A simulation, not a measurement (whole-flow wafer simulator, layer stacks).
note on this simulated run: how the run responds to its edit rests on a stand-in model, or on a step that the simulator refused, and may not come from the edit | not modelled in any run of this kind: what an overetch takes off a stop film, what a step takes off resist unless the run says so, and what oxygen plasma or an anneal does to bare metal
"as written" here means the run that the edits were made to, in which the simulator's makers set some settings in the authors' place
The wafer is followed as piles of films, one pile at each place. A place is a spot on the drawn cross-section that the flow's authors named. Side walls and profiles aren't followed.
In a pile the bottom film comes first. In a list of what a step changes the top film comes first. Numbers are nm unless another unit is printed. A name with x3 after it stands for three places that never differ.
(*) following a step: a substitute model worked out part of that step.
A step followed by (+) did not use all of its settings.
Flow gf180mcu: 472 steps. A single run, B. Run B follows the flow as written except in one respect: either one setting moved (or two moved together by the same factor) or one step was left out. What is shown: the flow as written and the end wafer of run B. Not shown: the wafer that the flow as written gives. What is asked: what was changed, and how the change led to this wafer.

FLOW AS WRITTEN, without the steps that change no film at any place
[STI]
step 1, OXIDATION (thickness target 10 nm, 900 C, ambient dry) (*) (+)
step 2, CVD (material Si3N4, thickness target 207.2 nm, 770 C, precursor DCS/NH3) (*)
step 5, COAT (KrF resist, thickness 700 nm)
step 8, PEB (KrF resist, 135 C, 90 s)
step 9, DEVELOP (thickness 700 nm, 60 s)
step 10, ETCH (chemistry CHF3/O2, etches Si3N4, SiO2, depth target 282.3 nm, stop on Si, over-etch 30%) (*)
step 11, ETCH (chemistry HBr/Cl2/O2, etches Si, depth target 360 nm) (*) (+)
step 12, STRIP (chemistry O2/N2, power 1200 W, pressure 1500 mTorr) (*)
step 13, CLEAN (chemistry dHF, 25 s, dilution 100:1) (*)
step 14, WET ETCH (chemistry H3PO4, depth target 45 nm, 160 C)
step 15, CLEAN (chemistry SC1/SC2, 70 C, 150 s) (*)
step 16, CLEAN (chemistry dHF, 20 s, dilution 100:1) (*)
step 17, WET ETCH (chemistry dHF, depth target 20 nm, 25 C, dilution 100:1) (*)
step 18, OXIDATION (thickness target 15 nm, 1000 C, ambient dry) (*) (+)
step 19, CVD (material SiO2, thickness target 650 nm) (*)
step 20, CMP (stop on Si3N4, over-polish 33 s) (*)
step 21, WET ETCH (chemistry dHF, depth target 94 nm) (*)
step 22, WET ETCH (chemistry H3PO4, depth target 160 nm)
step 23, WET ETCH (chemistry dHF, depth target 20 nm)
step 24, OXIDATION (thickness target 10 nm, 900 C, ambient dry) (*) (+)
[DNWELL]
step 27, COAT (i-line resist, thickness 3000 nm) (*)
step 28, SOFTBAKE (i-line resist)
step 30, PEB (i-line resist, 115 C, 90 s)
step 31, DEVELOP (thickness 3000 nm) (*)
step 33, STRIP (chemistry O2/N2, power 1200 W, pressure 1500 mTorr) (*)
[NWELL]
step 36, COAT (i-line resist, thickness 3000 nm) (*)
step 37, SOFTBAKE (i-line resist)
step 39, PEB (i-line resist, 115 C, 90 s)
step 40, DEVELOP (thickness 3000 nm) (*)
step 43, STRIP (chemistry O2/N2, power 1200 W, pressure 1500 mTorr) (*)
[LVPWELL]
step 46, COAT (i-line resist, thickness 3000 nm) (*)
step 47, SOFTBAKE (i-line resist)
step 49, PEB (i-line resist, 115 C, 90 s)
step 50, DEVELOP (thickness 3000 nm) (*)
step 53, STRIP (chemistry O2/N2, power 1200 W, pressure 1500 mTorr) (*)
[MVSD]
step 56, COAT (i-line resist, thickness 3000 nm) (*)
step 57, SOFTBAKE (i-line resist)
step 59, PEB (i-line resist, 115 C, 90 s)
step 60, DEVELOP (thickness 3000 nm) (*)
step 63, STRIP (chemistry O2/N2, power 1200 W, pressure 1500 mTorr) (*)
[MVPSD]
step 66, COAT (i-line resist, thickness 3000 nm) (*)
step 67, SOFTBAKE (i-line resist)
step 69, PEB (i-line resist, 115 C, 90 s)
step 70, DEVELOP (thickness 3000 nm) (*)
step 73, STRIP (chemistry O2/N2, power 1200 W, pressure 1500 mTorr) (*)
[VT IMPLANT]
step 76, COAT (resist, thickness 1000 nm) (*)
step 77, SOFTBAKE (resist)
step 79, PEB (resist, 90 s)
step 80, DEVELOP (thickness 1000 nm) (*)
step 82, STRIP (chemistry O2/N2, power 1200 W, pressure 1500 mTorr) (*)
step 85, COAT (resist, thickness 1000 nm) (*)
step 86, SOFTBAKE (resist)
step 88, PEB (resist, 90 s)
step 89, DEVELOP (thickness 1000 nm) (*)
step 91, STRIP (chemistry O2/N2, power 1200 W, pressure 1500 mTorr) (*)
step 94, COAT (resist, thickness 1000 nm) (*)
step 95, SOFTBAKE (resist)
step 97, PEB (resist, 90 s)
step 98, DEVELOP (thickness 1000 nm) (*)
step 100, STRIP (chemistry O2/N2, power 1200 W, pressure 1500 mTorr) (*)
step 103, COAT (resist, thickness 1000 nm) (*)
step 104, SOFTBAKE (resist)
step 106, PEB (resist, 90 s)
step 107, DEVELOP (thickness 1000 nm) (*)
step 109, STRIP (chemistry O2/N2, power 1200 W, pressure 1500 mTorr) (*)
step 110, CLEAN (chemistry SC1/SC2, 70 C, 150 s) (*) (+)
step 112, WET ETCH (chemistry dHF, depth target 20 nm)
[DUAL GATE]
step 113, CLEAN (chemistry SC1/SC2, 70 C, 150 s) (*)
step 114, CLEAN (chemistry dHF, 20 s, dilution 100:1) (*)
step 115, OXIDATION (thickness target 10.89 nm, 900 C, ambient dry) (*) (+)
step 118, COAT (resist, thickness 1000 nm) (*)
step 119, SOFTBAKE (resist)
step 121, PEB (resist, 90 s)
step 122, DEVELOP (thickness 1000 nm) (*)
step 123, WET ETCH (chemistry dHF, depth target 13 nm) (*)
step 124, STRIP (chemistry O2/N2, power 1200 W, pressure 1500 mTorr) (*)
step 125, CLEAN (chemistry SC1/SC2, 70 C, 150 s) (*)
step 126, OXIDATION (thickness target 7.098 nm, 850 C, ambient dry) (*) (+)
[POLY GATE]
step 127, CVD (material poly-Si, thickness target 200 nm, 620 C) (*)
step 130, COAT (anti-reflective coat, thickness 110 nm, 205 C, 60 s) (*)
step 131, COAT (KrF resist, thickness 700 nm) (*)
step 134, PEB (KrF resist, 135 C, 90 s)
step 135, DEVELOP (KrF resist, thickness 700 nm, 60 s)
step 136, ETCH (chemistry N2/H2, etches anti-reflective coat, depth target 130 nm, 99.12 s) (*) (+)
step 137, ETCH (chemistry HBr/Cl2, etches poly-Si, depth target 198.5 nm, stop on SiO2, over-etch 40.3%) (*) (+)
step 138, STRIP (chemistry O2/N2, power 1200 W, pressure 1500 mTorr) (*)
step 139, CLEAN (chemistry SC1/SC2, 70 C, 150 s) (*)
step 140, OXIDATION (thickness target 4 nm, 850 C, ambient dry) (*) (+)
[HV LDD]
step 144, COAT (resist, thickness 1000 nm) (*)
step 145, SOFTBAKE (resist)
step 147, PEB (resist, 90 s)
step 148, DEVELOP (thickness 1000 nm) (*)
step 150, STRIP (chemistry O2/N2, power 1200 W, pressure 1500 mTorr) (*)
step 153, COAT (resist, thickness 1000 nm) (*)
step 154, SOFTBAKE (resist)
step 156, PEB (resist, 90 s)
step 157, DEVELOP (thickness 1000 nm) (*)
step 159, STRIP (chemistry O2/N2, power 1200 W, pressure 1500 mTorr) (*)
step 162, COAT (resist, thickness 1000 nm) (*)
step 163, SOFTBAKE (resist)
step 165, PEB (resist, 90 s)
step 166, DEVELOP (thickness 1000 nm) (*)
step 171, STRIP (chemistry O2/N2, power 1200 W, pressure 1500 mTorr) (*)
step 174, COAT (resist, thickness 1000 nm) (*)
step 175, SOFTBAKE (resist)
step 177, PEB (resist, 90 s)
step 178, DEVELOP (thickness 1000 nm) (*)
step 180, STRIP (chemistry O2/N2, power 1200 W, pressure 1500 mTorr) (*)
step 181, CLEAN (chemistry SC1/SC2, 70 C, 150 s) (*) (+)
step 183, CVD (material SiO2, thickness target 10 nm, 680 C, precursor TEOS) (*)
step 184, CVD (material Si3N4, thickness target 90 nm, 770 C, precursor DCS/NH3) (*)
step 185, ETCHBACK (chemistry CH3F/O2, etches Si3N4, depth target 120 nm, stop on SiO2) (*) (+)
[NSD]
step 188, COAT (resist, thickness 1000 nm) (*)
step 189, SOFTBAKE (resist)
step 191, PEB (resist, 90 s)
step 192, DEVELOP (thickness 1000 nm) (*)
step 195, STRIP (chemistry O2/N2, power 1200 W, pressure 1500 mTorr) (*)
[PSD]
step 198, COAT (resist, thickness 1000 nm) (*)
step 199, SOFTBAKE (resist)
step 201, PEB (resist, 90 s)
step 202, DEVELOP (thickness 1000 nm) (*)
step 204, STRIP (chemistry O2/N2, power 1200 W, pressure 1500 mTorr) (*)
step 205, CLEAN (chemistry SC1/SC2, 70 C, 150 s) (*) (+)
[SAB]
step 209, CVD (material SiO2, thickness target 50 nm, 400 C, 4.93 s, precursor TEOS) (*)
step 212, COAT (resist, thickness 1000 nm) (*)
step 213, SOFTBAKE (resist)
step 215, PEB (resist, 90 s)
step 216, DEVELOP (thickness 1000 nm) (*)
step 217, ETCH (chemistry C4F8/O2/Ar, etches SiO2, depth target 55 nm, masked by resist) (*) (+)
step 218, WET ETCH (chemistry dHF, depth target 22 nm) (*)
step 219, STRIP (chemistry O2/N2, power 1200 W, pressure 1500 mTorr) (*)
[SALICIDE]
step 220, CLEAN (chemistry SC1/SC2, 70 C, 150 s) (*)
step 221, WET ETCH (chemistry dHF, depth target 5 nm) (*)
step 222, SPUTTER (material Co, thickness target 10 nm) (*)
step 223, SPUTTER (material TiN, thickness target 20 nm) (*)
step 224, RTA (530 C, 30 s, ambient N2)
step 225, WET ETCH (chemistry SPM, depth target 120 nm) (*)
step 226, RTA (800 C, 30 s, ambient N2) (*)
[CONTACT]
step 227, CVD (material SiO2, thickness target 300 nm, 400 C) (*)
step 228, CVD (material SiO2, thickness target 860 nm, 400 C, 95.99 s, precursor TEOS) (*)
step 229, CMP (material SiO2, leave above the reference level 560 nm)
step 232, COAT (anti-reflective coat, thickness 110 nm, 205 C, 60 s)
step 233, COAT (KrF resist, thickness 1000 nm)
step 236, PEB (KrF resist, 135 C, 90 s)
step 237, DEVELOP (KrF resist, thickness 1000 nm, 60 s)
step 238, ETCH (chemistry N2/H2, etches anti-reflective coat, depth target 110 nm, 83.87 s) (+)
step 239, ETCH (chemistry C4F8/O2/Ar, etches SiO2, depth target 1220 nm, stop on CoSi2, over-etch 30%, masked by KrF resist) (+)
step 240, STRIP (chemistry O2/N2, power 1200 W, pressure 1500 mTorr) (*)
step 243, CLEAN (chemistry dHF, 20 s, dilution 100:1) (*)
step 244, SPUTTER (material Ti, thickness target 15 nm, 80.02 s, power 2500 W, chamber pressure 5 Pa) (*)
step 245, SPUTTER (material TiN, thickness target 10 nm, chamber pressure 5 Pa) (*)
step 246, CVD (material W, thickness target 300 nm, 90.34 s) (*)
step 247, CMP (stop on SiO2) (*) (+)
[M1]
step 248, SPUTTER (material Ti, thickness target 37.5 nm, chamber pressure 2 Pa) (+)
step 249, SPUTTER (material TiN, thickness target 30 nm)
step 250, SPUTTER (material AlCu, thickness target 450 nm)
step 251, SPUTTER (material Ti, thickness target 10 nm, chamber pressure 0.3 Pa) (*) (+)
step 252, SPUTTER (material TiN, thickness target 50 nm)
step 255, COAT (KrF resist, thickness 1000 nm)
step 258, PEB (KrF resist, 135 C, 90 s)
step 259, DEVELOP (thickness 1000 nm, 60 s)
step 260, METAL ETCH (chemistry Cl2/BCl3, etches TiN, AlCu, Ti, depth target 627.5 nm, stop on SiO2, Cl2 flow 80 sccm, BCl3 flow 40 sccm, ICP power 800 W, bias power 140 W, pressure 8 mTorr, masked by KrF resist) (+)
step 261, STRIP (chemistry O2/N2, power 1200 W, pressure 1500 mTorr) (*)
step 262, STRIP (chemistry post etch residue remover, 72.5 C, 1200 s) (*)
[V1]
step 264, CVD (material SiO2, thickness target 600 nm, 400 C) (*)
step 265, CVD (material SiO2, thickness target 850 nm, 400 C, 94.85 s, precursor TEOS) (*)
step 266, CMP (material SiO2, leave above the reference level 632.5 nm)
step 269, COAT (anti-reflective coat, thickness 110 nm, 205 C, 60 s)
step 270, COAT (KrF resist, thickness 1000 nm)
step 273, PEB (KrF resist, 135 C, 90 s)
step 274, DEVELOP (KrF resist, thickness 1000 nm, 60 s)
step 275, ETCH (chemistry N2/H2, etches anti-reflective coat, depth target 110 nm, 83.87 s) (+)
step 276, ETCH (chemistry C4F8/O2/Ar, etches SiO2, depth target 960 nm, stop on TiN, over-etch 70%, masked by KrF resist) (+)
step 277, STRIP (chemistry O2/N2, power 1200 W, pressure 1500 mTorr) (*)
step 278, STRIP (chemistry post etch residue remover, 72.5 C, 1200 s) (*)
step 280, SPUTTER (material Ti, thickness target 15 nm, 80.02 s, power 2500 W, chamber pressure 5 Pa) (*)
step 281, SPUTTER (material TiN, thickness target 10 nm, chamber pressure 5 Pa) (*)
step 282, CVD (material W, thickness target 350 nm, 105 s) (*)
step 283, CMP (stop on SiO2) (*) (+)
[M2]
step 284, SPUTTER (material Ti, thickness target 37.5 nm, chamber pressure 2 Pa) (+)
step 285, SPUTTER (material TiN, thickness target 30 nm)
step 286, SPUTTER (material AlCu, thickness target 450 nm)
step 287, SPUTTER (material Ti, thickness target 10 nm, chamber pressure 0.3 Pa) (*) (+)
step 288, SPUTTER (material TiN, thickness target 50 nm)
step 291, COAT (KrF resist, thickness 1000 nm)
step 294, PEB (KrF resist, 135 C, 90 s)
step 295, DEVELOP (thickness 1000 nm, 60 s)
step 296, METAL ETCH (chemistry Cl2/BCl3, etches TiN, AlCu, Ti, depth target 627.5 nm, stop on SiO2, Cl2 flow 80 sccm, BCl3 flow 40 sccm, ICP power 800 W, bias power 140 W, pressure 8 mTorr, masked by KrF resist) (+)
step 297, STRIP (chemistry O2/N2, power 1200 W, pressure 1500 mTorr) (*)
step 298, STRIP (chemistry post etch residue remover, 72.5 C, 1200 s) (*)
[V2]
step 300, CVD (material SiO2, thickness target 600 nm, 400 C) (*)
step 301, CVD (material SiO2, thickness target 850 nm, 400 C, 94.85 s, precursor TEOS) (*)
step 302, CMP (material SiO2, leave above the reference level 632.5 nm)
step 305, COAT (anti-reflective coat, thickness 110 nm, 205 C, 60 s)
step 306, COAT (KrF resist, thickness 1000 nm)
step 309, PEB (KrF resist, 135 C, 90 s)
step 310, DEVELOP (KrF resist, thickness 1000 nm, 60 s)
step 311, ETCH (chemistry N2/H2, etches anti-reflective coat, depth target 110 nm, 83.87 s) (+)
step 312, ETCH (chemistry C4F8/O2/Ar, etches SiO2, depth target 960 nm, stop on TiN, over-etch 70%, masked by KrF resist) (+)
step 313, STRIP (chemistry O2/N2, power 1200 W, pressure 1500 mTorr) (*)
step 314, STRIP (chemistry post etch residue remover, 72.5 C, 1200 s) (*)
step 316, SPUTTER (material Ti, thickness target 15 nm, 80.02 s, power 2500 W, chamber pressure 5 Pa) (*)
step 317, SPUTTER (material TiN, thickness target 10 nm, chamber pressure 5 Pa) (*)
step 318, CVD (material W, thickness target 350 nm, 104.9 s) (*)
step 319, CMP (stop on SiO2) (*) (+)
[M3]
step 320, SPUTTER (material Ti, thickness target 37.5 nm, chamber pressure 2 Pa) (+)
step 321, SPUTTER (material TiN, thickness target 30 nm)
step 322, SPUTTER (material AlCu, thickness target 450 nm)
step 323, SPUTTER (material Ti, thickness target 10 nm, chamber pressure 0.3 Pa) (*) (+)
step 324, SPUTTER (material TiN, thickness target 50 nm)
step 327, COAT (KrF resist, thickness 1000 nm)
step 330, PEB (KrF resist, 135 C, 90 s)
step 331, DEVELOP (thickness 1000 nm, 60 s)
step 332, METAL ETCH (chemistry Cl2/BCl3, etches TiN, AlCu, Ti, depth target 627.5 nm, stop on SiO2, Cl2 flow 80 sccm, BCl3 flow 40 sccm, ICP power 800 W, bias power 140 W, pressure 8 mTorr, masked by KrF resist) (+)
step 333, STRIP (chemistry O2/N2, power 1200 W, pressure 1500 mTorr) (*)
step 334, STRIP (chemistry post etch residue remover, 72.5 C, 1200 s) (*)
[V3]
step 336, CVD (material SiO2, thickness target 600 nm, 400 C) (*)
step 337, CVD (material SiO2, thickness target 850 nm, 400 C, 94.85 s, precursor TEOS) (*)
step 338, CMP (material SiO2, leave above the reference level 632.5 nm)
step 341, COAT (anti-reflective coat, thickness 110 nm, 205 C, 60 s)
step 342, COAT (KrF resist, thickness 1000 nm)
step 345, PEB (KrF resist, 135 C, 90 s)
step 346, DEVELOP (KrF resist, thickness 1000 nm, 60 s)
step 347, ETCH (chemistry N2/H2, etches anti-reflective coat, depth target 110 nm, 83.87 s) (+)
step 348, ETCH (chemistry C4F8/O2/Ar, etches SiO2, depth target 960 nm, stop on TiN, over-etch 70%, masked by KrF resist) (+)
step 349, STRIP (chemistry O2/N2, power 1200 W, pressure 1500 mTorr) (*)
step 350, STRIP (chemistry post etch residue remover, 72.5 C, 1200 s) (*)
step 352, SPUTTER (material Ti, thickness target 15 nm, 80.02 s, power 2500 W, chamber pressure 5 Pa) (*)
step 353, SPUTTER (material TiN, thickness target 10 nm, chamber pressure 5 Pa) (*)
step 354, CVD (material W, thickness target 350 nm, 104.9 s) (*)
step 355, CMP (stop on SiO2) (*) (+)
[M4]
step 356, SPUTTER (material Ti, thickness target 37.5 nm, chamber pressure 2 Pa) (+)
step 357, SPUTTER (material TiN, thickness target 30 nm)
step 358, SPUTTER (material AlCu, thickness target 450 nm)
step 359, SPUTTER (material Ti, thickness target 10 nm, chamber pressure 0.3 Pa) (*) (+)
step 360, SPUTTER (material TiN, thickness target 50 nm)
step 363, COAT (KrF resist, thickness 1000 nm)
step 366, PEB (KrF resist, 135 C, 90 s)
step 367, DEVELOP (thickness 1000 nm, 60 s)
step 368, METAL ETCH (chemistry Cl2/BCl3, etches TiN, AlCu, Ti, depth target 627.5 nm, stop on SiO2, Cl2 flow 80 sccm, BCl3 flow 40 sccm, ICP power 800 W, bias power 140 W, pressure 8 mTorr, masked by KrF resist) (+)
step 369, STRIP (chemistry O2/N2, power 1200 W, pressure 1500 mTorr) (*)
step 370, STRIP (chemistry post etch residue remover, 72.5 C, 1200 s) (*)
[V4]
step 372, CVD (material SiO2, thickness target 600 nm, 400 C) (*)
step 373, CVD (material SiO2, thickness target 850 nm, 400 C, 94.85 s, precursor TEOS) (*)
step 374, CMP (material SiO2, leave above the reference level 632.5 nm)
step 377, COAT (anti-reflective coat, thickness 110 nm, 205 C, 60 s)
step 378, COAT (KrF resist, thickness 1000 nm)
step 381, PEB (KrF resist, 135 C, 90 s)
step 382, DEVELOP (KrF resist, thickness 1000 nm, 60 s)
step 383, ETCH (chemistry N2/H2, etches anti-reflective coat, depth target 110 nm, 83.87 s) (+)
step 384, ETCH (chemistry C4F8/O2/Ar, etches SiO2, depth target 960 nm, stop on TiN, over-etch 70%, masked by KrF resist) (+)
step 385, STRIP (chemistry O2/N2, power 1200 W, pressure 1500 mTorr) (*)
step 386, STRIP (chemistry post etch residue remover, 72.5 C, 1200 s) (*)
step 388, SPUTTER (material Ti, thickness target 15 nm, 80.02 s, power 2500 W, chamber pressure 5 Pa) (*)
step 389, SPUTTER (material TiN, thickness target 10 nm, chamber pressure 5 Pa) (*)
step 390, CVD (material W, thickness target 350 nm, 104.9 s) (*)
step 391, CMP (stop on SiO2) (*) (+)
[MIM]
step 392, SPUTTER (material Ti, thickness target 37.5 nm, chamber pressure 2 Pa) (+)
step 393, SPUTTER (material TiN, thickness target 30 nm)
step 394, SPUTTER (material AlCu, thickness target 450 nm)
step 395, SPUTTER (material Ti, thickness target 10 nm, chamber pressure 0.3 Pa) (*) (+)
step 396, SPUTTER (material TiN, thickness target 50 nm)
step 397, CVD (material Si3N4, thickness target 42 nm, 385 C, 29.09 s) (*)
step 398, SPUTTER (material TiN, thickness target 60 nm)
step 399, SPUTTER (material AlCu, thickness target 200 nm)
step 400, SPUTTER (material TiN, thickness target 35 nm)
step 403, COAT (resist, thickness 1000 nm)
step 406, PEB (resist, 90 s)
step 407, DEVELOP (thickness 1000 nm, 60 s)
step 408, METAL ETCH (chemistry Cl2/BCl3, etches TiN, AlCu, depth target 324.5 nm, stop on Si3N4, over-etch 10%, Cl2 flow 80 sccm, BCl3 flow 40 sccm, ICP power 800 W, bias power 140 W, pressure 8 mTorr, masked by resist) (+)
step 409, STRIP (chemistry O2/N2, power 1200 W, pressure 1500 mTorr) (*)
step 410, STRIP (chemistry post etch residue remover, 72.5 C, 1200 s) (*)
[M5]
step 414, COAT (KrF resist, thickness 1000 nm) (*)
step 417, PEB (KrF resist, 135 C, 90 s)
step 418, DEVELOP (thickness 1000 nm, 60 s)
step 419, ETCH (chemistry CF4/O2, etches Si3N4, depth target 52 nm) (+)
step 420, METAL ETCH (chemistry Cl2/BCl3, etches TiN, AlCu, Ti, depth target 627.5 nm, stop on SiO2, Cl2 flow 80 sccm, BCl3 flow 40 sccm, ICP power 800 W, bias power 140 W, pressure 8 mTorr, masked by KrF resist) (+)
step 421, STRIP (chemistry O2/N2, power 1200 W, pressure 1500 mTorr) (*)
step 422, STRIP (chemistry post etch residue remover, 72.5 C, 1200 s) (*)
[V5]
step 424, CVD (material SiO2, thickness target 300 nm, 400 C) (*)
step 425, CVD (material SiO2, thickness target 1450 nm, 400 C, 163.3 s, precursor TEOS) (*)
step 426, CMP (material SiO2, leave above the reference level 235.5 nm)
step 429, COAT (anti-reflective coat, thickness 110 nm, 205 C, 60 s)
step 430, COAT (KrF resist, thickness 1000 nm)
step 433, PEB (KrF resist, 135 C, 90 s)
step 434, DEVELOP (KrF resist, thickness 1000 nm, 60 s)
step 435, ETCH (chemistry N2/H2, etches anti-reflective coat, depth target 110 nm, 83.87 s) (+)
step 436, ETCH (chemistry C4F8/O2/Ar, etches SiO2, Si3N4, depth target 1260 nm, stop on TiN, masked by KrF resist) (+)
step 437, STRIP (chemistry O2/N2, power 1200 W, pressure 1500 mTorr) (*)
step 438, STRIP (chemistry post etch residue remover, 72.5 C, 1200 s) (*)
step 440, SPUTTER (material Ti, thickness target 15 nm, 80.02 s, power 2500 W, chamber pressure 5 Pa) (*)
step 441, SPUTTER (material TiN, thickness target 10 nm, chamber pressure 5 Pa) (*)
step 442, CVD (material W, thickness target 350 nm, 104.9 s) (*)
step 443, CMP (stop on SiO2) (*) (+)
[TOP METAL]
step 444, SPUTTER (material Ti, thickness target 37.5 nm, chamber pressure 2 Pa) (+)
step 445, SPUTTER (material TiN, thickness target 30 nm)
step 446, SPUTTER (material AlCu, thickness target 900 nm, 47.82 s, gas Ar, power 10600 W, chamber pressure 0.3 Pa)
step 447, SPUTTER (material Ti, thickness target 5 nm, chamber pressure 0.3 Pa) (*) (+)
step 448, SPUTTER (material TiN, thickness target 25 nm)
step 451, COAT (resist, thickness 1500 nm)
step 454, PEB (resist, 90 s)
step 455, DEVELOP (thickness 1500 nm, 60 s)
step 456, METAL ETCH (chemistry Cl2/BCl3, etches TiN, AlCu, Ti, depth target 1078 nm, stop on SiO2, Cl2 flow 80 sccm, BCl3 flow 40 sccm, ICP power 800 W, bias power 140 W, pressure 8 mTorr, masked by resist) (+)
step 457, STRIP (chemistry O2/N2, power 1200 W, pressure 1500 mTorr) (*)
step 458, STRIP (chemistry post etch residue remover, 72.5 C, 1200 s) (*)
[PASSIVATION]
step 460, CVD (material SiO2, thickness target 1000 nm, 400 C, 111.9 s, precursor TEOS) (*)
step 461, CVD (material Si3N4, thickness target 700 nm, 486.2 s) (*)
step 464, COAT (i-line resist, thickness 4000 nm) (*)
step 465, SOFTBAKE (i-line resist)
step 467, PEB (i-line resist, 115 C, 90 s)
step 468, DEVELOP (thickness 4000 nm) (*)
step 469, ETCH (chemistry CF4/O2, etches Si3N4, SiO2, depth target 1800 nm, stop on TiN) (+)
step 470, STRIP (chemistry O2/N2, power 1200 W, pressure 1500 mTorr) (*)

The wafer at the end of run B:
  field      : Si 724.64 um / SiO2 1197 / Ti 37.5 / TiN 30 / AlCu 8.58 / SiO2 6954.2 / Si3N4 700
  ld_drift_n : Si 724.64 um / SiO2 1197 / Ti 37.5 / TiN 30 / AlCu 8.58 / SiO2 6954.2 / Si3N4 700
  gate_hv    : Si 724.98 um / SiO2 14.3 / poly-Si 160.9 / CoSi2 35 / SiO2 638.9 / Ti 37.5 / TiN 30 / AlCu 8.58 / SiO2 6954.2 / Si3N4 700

The reason: step 260, METAL ETCH: depth target 495.7 nm was run, while the flow as written has depth target 627.5 nm.

How this came from the change, step by step:
  step 260, METAL ETCH (chemistry Cl2/BCl3, etches TiN, AlCu, Ti, depth target 627.5 nm, stop on SiO2, Cl2 flow 80 sccm, BCl3 flow 40 sccm, ICP power 800 W, bias power 140 W, pressure 8 mTorr, masked by KrF resist) (+)
      field, field__w1, field__w2 and 99 more: TiN loses 50 (all of it), Ti loses 10 (all of it), AlCu loses 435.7 (it would be, as written: TiN loses 50 (all of it), Ti loses 10 (all of it), AlCu loses 450 (all of it), TiN loses 30 (all of it), Ti loses 37.5 (all of it))
      field__w8, contact, m1 and 6 more: KrF resist loses 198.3 (it would be, as written: KrF resist loses 251)
  step 261, STRIP (chemistry O2/N2, power 1200 W, pressure 1500 mTorr) (*)
      field__w8, contact, m1 and 6 more: KrF resist loses 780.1 (all of it) (it would be, as written: KrF resist loses 727.4 (all of it))
  step 262, STRIP (chemistry post etch residue remover, 72.5 C, 1200 s) (*)
      field, field__w1, field__w2 and 99 more: AlCu loses 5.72 (it would be, as written: nothing)
  step 264, CVD (material SiO2, thickness target 600 nm, 400 C) (*)
      field, field__w1, field__w2 and 99 more: SiO2 gains 600 (new film) (it would be, as written: SiO2 gains 600)
  step 266, CMP (material SiO2, leave above the reference level 632.5 nm)
      field, field__w1, field__w2 and 99 more: SiO2 loses 376.1 (it would be, as written: SiO2 loses 300)
If metal films that touch count as one body, field has 1 body; the flow as written gives 0 bodies.
If metal films that touch count as one body, ld_drift_n has 1 body; the flow as written gives 0 bodies.
If metal films that touch count as one body, gate_hv has 2 bodies (between them, from the top down: SiO2 638.9); the flow as written gives 1 body.
